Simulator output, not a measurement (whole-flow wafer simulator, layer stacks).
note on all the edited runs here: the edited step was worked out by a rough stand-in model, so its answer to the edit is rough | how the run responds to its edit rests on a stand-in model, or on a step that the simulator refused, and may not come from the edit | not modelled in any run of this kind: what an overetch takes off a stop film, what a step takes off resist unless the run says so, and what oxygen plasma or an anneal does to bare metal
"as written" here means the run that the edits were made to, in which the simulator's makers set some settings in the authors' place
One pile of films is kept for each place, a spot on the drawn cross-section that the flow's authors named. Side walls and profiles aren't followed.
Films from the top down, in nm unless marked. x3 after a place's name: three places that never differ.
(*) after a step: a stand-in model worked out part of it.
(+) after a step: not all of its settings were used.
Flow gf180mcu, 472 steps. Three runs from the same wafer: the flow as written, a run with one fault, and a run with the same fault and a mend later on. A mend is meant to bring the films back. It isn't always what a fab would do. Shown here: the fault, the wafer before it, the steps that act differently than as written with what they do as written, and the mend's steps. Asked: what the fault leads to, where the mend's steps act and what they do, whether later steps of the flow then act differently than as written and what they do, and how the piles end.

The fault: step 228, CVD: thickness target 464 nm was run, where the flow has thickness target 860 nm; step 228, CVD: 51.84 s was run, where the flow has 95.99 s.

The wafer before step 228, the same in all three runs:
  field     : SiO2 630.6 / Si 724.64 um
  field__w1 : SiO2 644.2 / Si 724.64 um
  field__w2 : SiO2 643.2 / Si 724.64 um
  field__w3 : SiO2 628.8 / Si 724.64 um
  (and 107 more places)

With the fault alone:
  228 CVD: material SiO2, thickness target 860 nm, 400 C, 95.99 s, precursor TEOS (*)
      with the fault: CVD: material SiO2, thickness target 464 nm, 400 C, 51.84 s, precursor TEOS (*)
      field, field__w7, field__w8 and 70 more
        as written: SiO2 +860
        with the fault: SiO2 +472.8
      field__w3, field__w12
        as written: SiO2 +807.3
        with the fault: SiO2 +447.5
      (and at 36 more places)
  Later steps of the flow that act differently than as written (1 more step differs only slightly, by at most 2% or 0.5 nm, whichever is larger, and isn't shown):
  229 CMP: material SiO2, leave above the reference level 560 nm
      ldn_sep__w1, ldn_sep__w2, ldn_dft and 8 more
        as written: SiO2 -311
        with the fault: nothing
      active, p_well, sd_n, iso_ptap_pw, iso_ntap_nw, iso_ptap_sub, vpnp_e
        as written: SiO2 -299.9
        with the fault: nothing
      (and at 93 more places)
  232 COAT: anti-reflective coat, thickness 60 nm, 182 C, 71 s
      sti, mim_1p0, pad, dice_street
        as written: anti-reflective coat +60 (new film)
        with the fault: anti-reflective coat +58.6 (new film)
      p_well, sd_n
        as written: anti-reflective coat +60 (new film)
        with the fault: anti-reflective coat +55.5 (new film)
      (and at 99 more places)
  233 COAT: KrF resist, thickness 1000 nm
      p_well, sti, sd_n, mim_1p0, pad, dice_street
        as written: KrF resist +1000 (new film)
        with the fault: KrF resist +1024.3 (new film)
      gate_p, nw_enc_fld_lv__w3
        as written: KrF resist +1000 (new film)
        with the fault: KrF resist +978.9 (new film)
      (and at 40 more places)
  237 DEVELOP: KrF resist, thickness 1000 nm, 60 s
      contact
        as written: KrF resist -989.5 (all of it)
        with the fault: KrF resist -1009.7 (all of it)
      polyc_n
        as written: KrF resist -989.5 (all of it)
        with the fault: KrF resist -947.6 (all of it)
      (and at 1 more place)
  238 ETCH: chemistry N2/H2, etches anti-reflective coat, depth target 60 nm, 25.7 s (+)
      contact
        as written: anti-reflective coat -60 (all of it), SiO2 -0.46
        with the fault: anti-reflective coat -71.5 (all of it), SiO2 -0.17
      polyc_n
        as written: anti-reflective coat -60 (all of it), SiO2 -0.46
        with the fault: anti-reflective coat -9.96 (all of it), SiO2 -1.74
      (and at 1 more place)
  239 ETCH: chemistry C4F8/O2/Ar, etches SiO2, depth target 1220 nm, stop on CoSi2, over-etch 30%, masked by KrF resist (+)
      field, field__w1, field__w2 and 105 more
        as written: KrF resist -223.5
        with the fault: KrF resist -198.6
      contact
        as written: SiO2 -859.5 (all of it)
        with the fault: SiO2 -764 (all of it)
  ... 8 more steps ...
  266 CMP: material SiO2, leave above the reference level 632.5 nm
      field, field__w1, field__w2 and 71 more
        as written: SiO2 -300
        with the fault: SiO2 -287.7
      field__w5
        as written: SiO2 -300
        with the fault: SiO2 -289.6
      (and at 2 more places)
  At the end the piles differ from the flow's by more than 2% or 0.5 nm, whichever is larger, at field, field__w1, field__w2 and 79 more.
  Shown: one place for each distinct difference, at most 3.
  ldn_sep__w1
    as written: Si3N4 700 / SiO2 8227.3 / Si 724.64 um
    with the fault: Si3N4 700 / SiO2 7042.5 / W 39 / TiN 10 / Ti 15 / SiO2 1124.1 / Si 724.64 um
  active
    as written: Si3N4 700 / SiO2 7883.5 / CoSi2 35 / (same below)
    with the fault: Si3N4 700 / SiO2 7042.5 / W 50 / TiN 10 / Ti 15 / SiO2 769.3 / CoSi2 35 / (same below)
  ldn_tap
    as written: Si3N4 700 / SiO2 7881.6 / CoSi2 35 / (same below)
    with the fault: Si3N4 700 / SiO2 7042.5 / W 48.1 / TiN 10 / Ti 15 / SiO2 769.3 / CoSi2 35 / (same below)

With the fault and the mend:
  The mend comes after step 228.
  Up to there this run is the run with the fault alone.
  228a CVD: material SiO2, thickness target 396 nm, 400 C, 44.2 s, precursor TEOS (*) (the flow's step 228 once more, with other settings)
      field, field__w7, field__w8 and 72 more
        SiO2 +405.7
      field__w1, contact, active_hv
        SiO2 +398.1
      field_sub__w1, field_sub__w4, field_sub__w5
        SiO2 +395.1
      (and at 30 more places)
  Later steps of the flow that act differently than as written (2 more steps differ only slightly, by at most 2% or 0.5 nm, whichever is larger, and aren't shown):
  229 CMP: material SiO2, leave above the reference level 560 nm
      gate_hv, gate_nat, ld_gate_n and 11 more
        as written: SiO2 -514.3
        with the mend: SiO2 -532.8
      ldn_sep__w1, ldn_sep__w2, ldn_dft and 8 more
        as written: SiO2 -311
        with the mend: SiO2 -329.5
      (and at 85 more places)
  At the end the piles differ from the flow's only slightly at the places that both follow, by at most 2% or 0.5 nm, whichever is larger.
